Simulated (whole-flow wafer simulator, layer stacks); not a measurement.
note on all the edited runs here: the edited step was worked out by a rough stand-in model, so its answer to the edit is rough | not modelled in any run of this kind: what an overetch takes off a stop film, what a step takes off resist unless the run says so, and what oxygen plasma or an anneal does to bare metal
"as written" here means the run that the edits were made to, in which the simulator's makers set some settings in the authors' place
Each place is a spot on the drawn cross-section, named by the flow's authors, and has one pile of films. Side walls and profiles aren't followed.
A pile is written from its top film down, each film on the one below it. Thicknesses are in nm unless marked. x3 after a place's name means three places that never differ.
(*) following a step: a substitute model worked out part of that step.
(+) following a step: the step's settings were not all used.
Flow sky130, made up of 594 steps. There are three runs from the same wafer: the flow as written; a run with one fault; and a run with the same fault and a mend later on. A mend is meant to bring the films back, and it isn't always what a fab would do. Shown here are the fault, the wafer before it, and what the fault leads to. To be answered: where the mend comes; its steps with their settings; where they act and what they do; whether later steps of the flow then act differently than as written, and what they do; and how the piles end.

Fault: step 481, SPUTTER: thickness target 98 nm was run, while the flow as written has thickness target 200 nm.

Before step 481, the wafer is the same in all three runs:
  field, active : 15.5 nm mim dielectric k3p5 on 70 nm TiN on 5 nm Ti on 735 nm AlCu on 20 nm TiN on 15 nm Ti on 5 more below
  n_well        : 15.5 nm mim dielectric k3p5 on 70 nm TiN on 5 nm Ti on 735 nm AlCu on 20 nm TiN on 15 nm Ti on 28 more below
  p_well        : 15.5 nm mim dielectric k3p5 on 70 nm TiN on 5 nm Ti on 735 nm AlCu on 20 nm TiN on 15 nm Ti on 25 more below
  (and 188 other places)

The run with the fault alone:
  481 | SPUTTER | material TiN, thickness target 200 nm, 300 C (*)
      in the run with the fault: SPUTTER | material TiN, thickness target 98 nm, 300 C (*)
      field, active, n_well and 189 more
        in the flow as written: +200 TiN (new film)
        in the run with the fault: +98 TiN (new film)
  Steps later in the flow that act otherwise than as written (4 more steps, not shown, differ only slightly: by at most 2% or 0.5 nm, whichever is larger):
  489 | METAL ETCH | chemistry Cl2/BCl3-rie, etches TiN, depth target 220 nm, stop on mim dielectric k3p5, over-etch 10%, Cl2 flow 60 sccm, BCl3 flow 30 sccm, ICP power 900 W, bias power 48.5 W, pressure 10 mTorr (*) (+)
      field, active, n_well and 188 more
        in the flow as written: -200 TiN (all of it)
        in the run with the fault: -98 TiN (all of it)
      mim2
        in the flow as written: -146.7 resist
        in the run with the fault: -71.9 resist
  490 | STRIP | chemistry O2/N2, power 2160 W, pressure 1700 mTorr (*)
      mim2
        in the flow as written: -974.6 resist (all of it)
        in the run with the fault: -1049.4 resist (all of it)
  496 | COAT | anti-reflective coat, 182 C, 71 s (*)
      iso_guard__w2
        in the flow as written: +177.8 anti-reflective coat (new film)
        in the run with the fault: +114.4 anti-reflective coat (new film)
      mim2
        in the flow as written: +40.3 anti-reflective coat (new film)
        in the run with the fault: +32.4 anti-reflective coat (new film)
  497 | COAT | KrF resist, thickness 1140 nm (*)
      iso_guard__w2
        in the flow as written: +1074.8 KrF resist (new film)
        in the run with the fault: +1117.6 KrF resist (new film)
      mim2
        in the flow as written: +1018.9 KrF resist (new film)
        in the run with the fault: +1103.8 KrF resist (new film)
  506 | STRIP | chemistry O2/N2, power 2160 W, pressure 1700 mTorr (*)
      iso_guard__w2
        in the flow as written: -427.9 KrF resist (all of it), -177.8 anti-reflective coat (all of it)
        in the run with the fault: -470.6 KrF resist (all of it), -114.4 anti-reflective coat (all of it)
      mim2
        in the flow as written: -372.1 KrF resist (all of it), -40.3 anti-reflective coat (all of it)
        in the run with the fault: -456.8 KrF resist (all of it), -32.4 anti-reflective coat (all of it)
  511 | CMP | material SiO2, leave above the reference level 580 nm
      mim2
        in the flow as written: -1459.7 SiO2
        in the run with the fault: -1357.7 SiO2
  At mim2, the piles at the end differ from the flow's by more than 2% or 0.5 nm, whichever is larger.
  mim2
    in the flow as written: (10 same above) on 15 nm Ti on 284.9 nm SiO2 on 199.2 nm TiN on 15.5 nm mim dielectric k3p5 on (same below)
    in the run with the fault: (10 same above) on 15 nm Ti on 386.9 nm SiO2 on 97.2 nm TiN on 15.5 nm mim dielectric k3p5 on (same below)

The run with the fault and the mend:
  The mend follows step 481.
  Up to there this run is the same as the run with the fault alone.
  481a | SPUTTER | material TiN, thickness target 102 nm, 300 C (*) (the flow's step 481 again, with other settings)
      field, active, n_well and 189 more
        +102 TiN
  Later steps of the flow that are run all act as written at every place that is followed.
  At every place that both follow, the piles at the end match the flow's.
